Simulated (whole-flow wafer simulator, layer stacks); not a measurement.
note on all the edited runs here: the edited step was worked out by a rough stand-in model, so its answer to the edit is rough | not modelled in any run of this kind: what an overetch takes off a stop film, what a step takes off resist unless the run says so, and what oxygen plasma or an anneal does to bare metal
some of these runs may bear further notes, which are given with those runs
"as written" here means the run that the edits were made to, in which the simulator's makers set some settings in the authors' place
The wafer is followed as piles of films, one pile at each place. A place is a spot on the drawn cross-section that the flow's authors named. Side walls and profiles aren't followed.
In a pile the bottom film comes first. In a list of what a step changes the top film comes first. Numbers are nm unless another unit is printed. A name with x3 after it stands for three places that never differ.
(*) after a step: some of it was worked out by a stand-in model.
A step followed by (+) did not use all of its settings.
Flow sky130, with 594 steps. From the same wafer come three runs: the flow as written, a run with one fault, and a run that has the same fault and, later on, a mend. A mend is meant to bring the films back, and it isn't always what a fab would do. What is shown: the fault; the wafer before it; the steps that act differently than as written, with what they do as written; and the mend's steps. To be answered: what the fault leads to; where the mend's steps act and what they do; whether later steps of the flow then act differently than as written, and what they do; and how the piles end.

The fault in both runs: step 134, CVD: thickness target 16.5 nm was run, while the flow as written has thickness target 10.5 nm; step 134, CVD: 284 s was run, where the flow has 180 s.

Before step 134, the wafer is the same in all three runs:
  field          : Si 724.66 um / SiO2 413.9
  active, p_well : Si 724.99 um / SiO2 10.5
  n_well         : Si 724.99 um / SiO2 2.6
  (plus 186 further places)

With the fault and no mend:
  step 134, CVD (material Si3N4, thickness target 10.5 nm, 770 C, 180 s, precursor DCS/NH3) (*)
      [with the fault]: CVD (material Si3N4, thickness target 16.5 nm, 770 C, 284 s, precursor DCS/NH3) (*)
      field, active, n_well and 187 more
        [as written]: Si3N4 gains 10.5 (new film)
        [with the fault]: Si3N4 gains 16.5 (new film)
  Steps further on in the flow that do not act as written (56 other steps are not shown; they differ only slightly, by no more than 2% or 0.5 nm, whichever is larger):
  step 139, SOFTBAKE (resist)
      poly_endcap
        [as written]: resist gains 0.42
        [with the fault]: resist loses 0.89
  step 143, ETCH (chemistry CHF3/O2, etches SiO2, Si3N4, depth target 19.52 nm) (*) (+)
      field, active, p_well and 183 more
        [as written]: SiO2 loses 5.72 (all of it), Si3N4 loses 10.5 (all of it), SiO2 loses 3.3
        [with the fault]: SiO2 loses 5.72 (all of it), Si3N4 loses 13.8
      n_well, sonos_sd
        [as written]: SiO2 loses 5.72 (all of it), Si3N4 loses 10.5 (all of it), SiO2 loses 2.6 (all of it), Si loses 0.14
        [with the fault]: SiO2 loses 5.72 (all of it), Si3N4 loses 13.8
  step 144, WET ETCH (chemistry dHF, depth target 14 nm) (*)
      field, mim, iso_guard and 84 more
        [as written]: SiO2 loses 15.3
        [with the fault]: Si3N4 loses 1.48
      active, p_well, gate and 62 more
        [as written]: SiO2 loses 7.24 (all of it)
        [with the fault]: Si3N4 loses 1.48
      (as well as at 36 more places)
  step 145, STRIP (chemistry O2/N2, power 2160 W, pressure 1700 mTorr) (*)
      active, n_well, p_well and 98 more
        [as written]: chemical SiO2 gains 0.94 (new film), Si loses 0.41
        [with the fault]: nothing
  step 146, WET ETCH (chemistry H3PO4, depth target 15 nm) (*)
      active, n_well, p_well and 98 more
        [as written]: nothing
        [with the fault]: Si3N4 loses 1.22 (all of it), SiO2 loses 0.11
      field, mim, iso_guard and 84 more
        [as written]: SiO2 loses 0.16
        [with the fault]: Si3N4 loses 1.22 (all of it), SiO2 loses 0.14
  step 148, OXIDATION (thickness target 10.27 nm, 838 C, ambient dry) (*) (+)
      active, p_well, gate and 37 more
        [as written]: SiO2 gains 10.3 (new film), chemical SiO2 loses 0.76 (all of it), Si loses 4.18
        [with the fault]: SiO2 gains 6.53, Si loses 2.87
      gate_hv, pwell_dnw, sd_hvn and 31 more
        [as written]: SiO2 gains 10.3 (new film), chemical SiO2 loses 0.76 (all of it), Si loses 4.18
        [with the fault]: SiO2 gains 6.52, Si loses 2.87
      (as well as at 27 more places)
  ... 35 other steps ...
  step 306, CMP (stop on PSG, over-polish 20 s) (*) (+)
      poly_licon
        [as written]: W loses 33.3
        [with the fault]: W loses 50
  At field, gate_hv, m1 and 129 more, the piles at the end differ from the flow's by more than 2% or 0.5 nm, whichever is larger.
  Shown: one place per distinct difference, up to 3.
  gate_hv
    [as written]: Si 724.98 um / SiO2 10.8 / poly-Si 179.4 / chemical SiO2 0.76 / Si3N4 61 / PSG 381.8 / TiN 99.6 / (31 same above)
    [with the fault]: Si 724.99 um / SiO2 17.1 / poly-Si 179.4 / chemical SiO2 0.76 / Si3N4 61 / PSG 375.5 / TiN 99.6 / (31 same above)
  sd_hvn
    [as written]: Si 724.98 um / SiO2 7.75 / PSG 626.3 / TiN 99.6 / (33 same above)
    [with the fault]: Si 724.98 um / SiO2 13.9 / PSG 620.1 / TiN 99.6 / (33 same above)
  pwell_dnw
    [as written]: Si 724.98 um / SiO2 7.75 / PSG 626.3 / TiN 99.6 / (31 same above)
    [with the fault]: Si 724.98 um / SiO2 13.9 / PSG 620.1 / TiN 99.6 / (31 same above)

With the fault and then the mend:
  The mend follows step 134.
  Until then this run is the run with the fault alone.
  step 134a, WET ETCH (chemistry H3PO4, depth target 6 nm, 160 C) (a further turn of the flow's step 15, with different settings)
      field, active, n_well and 187 more
        Si3N4 loses 6
  Later steps of the flow that are run all act as written at every place that is followed, up to a difference of at most 2% or 0.5 nm, whichever is larger.
  At every place that both follow, the piles at the end match the flow's.
